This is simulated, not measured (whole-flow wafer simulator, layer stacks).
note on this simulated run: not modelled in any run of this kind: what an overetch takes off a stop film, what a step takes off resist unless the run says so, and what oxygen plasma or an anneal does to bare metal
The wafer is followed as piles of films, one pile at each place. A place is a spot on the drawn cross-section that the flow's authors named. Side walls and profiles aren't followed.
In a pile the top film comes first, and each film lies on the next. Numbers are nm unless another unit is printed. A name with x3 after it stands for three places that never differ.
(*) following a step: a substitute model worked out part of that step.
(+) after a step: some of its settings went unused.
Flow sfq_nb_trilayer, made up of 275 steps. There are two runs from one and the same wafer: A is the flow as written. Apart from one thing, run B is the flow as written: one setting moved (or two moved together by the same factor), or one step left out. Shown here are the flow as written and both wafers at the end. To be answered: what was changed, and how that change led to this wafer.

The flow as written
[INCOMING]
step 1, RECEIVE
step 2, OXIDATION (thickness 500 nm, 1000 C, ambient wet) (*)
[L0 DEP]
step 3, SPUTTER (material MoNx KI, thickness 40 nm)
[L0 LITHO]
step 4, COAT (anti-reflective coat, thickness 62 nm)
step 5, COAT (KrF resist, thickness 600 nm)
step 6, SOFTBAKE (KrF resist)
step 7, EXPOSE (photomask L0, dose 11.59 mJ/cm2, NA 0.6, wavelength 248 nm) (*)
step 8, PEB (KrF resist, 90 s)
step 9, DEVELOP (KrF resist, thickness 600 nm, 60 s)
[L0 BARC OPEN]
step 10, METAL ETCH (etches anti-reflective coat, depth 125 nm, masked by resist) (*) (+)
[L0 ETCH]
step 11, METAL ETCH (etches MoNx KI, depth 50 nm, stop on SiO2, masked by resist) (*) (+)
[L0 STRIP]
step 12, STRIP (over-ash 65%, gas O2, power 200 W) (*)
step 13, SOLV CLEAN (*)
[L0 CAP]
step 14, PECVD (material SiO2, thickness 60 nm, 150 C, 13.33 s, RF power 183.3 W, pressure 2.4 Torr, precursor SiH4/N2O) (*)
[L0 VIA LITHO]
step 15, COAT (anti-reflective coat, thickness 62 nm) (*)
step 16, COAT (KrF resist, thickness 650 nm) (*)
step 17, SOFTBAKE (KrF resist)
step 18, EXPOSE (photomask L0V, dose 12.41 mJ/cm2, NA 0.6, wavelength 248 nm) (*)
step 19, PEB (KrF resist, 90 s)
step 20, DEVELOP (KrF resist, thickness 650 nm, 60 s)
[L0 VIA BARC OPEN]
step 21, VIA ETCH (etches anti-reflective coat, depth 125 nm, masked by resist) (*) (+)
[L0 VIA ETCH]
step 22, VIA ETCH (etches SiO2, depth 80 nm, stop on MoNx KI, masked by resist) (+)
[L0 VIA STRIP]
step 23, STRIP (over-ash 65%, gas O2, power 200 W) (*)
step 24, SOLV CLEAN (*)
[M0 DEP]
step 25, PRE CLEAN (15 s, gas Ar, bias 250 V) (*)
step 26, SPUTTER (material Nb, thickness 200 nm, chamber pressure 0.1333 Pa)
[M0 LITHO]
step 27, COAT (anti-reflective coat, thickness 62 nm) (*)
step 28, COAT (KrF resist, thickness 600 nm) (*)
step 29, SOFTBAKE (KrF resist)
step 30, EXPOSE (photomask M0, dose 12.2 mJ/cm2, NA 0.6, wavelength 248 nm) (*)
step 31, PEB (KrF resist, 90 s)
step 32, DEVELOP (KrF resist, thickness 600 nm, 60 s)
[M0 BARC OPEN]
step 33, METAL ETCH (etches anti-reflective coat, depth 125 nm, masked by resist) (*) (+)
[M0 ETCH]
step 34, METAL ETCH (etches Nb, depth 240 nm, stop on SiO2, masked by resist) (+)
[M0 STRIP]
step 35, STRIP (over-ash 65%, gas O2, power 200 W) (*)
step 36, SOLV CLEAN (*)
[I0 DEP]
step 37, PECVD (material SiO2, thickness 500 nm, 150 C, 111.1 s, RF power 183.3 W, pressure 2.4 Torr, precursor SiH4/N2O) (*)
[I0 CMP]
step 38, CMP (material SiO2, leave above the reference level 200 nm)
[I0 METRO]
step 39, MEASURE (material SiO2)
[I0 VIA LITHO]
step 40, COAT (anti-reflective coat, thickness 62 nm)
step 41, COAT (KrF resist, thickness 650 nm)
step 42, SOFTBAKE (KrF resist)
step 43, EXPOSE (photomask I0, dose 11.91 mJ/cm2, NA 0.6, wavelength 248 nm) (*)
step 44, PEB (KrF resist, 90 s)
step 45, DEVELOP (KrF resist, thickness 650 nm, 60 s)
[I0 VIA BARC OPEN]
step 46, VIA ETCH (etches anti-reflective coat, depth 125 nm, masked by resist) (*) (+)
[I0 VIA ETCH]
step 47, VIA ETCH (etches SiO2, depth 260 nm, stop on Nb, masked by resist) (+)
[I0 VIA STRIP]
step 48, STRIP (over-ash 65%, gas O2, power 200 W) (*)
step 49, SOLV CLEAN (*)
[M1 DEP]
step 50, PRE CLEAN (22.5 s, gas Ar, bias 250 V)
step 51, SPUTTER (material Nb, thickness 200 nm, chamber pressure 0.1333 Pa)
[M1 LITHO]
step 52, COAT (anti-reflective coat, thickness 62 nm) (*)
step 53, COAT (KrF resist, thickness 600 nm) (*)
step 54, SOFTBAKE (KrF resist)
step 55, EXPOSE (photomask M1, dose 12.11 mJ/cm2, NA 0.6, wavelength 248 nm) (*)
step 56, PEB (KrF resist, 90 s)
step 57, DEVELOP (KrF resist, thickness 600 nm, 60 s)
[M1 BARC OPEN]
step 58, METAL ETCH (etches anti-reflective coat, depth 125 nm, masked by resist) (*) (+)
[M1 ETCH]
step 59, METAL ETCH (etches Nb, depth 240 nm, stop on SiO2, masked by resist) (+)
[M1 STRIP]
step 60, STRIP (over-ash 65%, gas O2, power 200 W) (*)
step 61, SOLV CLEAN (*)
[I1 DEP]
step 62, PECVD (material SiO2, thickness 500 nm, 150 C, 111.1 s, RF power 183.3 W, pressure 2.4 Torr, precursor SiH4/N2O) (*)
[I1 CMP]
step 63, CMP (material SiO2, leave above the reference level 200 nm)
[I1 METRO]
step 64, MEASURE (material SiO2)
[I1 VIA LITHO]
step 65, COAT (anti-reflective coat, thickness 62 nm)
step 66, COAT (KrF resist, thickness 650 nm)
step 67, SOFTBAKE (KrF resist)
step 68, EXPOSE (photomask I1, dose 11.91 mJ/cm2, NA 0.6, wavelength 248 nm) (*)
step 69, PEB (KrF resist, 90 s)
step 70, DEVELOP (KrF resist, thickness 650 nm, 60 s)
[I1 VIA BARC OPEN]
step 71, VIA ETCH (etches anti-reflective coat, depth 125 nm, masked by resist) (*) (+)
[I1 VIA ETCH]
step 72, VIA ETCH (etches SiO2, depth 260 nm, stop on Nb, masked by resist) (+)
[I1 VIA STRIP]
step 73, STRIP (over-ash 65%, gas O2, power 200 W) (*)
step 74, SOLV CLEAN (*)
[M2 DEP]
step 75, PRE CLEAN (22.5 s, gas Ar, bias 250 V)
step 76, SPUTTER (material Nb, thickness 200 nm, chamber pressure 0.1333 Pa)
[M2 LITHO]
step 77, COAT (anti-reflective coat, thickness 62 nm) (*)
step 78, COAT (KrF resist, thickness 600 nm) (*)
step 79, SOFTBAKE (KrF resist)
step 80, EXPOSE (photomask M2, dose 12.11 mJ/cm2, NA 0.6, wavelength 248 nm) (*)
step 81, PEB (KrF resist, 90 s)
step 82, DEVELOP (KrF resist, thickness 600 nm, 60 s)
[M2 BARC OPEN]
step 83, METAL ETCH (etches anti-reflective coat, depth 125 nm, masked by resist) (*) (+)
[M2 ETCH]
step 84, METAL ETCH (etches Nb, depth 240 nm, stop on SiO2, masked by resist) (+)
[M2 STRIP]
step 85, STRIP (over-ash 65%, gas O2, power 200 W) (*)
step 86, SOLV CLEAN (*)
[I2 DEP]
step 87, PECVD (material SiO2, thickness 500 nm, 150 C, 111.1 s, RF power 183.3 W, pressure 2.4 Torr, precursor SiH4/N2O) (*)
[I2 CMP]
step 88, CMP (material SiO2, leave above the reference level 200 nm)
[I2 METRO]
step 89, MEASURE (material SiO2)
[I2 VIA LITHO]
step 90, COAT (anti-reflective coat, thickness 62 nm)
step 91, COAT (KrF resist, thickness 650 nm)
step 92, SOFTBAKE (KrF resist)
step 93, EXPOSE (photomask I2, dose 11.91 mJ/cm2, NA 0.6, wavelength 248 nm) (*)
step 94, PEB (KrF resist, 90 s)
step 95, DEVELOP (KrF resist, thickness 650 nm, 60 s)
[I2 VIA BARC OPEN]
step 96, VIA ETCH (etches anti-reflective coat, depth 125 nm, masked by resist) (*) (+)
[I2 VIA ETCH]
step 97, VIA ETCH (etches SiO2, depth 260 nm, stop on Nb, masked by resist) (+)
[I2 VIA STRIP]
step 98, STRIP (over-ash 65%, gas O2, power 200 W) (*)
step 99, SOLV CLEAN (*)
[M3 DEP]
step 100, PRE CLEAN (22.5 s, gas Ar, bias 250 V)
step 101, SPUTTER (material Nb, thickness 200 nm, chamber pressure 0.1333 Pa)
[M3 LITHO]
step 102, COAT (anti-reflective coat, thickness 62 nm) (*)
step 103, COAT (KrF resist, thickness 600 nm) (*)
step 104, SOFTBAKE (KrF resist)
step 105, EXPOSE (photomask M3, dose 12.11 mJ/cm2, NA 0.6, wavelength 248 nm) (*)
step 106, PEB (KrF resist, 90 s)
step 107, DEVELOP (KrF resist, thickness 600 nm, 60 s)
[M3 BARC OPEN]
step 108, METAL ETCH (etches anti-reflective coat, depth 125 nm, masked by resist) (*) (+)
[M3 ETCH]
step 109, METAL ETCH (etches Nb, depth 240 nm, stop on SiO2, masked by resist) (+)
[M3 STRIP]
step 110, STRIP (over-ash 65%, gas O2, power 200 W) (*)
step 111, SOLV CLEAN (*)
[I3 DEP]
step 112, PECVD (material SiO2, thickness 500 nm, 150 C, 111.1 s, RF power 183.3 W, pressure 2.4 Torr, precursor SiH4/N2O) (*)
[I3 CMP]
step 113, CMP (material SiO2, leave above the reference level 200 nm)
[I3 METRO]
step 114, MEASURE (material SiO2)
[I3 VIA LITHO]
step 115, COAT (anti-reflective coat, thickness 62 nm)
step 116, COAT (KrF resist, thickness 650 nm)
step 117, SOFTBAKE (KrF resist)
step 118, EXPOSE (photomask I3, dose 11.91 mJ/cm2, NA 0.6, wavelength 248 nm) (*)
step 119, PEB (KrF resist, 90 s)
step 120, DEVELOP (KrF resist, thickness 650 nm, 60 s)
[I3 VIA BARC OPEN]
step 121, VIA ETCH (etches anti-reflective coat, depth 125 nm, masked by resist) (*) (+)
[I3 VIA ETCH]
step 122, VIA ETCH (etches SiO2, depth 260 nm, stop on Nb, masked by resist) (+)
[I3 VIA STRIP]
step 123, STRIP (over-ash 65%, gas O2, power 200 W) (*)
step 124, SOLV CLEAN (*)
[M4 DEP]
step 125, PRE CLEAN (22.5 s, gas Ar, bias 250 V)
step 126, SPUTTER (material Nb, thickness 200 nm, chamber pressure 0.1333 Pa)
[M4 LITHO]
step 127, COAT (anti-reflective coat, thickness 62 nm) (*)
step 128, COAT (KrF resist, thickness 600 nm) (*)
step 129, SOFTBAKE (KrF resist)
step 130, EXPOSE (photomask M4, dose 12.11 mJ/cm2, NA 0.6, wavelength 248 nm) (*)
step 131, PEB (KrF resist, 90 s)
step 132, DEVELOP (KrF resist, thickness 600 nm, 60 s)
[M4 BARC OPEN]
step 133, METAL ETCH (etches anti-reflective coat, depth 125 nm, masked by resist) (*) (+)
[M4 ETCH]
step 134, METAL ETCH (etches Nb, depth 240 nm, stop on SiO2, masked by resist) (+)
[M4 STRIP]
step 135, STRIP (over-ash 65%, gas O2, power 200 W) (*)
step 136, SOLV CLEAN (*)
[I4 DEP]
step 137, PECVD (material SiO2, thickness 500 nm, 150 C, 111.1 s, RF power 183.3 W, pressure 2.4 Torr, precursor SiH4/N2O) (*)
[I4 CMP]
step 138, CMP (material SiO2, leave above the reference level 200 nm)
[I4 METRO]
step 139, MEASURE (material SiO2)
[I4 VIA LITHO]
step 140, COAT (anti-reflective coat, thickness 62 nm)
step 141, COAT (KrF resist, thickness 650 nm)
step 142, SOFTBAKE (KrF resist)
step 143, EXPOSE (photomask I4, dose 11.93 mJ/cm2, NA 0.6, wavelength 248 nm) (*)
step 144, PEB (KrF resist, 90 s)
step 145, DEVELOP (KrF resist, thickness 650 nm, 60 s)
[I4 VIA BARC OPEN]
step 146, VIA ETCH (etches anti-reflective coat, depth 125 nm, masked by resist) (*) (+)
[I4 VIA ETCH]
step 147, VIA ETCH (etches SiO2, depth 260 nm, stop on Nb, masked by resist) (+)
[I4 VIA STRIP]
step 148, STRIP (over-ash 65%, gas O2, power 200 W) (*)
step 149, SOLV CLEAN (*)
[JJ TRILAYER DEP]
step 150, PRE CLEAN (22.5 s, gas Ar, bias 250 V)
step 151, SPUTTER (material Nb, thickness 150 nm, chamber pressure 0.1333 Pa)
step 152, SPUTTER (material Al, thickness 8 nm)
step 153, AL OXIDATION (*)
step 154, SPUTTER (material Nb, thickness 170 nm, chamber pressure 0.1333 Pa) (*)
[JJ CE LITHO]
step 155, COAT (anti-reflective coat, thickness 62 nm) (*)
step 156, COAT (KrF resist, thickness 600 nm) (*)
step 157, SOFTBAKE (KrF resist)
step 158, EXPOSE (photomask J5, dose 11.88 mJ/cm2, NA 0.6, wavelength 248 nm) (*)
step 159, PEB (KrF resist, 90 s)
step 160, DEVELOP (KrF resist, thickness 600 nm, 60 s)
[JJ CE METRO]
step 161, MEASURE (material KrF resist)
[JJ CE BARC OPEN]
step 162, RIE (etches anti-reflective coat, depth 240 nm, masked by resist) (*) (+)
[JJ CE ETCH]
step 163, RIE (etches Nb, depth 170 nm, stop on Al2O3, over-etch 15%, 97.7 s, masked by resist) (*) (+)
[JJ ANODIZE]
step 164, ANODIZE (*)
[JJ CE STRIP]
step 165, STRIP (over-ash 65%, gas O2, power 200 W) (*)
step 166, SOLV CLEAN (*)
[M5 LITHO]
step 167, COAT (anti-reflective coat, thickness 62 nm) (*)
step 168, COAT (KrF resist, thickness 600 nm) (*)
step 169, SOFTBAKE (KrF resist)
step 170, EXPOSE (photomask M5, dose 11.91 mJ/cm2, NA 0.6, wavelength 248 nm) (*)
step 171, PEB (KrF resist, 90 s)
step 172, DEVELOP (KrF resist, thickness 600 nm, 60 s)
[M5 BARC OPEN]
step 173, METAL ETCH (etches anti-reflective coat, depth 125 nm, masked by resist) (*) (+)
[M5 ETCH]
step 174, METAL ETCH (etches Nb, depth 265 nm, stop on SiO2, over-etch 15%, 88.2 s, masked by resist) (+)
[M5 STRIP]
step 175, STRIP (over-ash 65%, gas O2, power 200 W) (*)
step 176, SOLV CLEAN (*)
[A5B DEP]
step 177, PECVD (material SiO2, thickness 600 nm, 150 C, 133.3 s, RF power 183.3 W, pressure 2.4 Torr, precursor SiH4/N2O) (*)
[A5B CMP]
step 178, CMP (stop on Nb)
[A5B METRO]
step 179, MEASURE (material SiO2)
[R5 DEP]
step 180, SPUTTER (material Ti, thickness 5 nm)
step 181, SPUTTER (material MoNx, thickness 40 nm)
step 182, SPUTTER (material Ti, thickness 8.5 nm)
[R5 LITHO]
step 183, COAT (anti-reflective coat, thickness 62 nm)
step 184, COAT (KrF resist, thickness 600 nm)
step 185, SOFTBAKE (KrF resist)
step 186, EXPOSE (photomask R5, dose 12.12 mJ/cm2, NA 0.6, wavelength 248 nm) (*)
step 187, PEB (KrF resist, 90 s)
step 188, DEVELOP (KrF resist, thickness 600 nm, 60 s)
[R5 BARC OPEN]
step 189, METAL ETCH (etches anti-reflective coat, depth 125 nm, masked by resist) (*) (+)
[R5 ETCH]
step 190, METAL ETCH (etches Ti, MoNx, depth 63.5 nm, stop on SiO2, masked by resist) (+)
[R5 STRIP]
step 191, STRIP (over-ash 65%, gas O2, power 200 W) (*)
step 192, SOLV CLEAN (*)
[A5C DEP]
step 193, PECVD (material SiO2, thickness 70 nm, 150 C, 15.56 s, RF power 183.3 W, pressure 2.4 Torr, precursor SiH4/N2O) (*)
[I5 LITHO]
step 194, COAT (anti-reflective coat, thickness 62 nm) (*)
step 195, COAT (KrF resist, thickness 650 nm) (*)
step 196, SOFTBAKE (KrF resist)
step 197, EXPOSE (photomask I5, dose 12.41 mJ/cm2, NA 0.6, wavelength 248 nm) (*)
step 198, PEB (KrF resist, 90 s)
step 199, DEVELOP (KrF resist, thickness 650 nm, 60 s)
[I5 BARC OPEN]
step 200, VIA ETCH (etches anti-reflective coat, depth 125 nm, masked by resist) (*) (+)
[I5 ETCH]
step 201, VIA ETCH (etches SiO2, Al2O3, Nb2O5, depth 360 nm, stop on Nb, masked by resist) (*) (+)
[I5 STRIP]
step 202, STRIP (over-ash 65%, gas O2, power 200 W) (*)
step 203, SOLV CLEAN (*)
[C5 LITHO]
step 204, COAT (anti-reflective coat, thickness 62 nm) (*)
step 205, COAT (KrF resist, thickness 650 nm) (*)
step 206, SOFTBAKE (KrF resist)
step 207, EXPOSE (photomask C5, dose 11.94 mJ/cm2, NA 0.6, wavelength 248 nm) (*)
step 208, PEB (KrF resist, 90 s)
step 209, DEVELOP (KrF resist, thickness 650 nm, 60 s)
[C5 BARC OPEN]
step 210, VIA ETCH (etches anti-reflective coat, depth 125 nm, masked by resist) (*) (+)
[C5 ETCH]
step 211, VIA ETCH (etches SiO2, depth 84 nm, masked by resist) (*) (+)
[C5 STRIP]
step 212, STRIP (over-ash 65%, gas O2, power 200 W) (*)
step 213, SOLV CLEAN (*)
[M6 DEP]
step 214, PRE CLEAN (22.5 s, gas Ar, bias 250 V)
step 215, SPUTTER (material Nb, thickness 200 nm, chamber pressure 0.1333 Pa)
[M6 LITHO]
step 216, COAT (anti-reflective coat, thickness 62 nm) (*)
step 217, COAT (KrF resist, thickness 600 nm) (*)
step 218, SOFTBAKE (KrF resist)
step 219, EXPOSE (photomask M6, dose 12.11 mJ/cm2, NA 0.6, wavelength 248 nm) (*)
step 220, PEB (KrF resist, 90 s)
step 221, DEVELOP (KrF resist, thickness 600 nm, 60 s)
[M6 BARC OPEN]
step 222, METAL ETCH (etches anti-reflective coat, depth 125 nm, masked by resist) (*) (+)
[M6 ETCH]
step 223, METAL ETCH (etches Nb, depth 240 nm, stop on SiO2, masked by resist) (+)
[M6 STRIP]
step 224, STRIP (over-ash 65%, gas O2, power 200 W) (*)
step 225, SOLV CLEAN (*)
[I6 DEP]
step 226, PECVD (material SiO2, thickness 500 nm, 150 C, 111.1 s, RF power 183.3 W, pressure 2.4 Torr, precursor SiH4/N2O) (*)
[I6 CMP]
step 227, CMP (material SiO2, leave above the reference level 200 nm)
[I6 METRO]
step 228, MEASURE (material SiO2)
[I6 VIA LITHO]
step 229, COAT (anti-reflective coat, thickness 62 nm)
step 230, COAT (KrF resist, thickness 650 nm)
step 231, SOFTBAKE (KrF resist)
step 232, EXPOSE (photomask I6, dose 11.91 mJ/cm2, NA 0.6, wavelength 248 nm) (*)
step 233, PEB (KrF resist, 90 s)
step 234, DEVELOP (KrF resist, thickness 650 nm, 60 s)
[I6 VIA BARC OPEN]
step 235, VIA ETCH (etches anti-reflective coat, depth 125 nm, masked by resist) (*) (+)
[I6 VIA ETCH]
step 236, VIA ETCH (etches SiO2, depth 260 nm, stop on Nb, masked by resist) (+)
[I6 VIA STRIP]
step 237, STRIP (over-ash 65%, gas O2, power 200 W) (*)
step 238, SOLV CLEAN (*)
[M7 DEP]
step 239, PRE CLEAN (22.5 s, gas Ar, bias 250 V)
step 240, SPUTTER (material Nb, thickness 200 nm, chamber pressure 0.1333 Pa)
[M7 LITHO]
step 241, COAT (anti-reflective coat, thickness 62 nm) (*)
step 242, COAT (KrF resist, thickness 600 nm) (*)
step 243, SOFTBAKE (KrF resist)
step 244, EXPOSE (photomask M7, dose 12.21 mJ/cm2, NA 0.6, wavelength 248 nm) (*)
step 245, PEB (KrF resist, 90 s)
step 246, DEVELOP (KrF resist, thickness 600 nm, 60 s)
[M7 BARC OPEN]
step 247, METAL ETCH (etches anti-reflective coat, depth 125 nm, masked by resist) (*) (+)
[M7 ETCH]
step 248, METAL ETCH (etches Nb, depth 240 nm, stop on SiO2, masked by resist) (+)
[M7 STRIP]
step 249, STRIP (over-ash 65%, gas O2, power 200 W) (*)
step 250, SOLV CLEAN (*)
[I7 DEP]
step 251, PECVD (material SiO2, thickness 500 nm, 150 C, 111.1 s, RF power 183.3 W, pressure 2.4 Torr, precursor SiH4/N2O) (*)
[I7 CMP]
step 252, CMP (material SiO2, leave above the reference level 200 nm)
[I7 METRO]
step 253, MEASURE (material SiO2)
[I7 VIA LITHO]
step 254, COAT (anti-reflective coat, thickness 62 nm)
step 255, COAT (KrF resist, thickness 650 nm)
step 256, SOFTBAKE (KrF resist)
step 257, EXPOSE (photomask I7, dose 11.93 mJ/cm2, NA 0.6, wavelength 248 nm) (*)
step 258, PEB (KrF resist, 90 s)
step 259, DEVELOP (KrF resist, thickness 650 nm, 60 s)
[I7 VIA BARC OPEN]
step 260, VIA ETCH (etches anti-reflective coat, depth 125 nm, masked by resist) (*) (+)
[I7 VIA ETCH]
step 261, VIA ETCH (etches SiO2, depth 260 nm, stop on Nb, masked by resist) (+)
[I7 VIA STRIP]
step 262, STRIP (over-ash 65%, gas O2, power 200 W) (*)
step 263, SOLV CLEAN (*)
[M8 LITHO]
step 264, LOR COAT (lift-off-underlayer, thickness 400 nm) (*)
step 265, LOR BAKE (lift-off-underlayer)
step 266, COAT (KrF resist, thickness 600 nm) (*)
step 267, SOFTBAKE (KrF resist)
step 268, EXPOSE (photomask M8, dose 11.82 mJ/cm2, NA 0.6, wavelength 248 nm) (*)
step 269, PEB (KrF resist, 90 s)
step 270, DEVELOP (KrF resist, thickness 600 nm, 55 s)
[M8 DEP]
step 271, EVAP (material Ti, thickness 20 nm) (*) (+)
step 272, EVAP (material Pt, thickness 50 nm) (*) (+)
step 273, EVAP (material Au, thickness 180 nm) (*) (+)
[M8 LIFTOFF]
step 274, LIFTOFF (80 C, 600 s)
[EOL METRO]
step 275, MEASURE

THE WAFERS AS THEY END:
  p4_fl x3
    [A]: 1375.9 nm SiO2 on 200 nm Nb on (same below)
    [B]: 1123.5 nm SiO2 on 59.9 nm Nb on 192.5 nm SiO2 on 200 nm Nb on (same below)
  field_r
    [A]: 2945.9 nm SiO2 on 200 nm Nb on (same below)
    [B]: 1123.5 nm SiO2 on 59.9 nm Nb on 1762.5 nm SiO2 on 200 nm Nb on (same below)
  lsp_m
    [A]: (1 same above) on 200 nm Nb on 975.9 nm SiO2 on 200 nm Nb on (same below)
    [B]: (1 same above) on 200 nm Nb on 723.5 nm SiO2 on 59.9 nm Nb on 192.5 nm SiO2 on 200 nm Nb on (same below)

The reason: step 174, METAL ETCH: depth 106 nm was run, though the flow has depth 265 nm.

How this came from the change, step by step:
  step 174, METAL ETCH (etches Nb, depth 265 nm, stop on SiO2, over-etch 15%, 88.2 s, masked by resist) (+)
      field_l, r_sur, res and 50 more: A Al2O3 loses 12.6 (all of it), Nb2O5 loses 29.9 (all of it), Nb loses 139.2 (all of it), SiO2 loses 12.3 | B Al2O3 loses 12.6 (all of it), Nb2O5 loses 29.9 (all of it), Nb loses 79.3
      v_sur, via_wl, via_w and 40 more: A KrF resist loses 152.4 | B KrF resist loses 61
      (as well as at 10 more places)
  step 175, STRIP (over-ash 65%, gas O2, power 200 W) (*)
      l0r_line_l, l0r_line_c, l0r_space_c and 27 more: A KrF resist loses 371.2 (all of it), anti-reflective coat loses 62 (all of it) | B KrF resist loses 462.6 (all of it), anti-reflective coat loses 62 (all of it)
      v_sur: A KrF resist loses 349.2 (all of it), anti-reflective coat loses 44.9 (all of it) | B KrF resist loses 440.6 (all of it), anti-reflective coat loses 44.9 (all of it)
      (as well as at 22 more places)
  step 177, PECVD (material SiO2, thickness 600 nm, 150 C, 133.3 s, RF power 183.3 W, pressure 2.4 Torr, precursor SiH4/N2O) (*)
      field_l, p4_fl x3, p4_w1 x9 and 29 more: A SiO2 gains 600 | B SiO2 gains 600 (new film)
      r_sur, res, r_end, moat, field_r, lsp_l: A SiO2 gains 592.9 | B SiO2 gains 600 (new film)
      (as well as at 5 more places)
  step 178, CMP (stop on Nb)
      field_l, p4_fl x3, p4_w1 x9 and 29 more: A SiO2 loses 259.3 | B SiO2 loses 331.5
      r_sur, res, r_end, moat, field_r, lsp_l: A SiO2 loses 252.3 | B SiO2 loses 331.5
      (as well as at 5 more places)
With metal films that touch counted as one body, p4_fl x3 has 3 bodies (between them, from the top down: SiO2 192.5; SiO2 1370); the flow as written gives 2 bodies (between them, from the top down: SiO2 1370).
With metal films that touch counted as one body, field_r has 2 bodies (between them, from the top down: SiO2 1762.5); the flow as written gives 1 body.
With metal films that touch counted as one body, lsp_m has 4 bodies (between them, from the top down: SiO2 723.5; SiO2 192.5; SiO2 1370); the flow as written gives 3 bodies (between them, from the top down: SiO2 975.9; SiO2 1370).
